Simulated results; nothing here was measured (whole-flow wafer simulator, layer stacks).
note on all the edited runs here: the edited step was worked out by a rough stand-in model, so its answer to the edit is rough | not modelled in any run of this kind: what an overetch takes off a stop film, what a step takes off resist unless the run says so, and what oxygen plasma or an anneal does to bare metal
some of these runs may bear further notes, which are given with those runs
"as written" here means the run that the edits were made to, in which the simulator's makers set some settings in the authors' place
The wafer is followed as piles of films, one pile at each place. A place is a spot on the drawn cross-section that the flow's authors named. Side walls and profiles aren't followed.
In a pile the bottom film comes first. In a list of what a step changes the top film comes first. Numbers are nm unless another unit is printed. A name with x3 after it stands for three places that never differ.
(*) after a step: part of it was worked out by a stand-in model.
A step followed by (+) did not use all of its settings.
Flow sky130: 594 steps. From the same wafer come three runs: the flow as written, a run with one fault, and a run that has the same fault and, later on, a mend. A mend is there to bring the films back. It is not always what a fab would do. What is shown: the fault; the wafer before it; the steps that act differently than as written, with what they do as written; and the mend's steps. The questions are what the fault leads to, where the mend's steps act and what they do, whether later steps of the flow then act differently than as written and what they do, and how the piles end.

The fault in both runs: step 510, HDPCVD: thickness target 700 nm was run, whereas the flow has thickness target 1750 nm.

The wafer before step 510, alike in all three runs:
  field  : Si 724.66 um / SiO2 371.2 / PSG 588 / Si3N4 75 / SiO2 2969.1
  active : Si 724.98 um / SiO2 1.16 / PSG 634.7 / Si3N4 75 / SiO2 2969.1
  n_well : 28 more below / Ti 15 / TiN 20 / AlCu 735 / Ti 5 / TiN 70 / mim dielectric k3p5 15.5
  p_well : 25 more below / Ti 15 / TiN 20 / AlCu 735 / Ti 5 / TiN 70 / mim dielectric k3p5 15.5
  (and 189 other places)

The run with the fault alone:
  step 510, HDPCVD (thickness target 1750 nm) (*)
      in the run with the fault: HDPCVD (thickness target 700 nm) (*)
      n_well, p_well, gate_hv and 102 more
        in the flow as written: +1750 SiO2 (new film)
        in the run with the fault: +700 SiO2 (new film)
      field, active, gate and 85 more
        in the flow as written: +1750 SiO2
        in the run with the fault: +700 SiO2
  Steps further on in the flow that do not act as written (8 more steps, not shown, differ only slightly: by at most 2% or 0.5 nm, whichever is larger):
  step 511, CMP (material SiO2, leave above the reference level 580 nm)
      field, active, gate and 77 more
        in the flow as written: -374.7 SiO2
        in the run with the fault: nothing
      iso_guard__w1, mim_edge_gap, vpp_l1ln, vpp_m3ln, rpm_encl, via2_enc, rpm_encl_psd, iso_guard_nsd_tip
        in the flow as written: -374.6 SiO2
        in the run with the fault: nothing
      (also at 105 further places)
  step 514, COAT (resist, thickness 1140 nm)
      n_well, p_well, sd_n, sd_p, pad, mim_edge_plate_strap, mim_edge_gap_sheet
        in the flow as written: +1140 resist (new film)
        in the run with the fault: +468.7 resist (new film)
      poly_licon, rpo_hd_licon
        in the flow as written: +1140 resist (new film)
        in the run with the fault: +1165.8 resist (new film)
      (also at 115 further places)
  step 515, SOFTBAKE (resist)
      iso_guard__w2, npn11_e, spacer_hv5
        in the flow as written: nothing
        in the run with the fault: -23 resist
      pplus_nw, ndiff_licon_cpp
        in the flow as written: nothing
        in the run with the fault: -22.9 resist
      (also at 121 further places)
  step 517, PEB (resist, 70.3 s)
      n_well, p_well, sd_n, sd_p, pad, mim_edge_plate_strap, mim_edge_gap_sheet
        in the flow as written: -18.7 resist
        in the run with the fault: -6.24 resist
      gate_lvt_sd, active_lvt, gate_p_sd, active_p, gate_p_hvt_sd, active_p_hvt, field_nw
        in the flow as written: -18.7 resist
        in the run with the fault: -20.7 resist
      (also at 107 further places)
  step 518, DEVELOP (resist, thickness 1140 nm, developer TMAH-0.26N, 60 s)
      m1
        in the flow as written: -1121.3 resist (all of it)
        in the run with the fault: -684.7 resist (all of it)
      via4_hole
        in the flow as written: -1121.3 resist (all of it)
        in the run with the fault: -644.8 resist (all of it)
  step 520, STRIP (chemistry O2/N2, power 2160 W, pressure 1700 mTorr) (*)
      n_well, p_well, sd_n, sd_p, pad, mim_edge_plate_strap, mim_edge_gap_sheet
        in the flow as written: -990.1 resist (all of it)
        in the run with the fault: -331.2 resist (all of it)
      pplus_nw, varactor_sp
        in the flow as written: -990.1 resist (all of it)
        in the run with the fault: -643.2 resist (all of it)
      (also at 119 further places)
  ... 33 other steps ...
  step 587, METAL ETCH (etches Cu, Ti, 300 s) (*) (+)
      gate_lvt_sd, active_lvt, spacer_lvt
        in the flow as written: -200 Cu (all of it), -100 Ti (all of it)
        in the run with the fault: -196.9 Cu (all of it), -97 Ti (all of it)
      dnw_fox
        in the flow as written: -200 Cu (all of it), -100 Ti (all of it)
        in the run with the fault: -200 Cu (all of it), -97.8 Ti (all of it)
  By the end, the piles at field, active, n_well and 103 more depart from the flow's by more than 2% or 0.5 nm, whichever is larger.
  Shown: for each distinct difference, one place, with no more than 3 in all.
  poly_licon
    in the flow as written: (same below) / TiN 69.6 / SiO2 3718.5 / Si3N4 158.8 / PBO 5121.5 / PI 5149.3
    in the run with the fault: (same below) / TiN 69.6 / SiO2 2948.6 / TiN 20 / W 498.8 / SiO2 125.2 / Si3N4 158.8 / PBO 5138.1 / PI 5154.3
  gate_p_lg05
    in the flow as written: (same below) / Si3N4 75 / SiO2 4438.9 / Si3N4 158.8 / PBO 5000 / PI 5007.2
    in the run with the fault: (same below) / Si3N4 75 / SiO2 3669.1 / TiN 20 / W 498.8 / SiO2 125.2 / Si3N4 158.8 / PBO 5000 / PI 5025.4
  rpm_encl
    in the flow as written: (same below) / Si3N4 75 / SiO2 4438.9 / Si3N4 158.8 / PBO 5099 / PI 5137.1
    in the run with the fault: (same below) / Si3N4 75 / SiO2 3669.1 / TiN 20 / W 498.8 / SiO2 125.2 / Si3N4 158.8 / PBO 5112.1 / PI 5145.1

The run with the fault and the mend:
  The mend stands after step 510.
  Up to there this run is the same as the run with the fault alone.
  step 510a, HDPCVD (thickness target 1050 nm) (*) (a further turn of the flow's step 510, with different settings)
      field, active, n_well and 190 more
        +1050 SiO2
  Every later step of the flow that is run acts as written at every place that is followed.
  At every place that both follow, the piles at the end match the flow's.
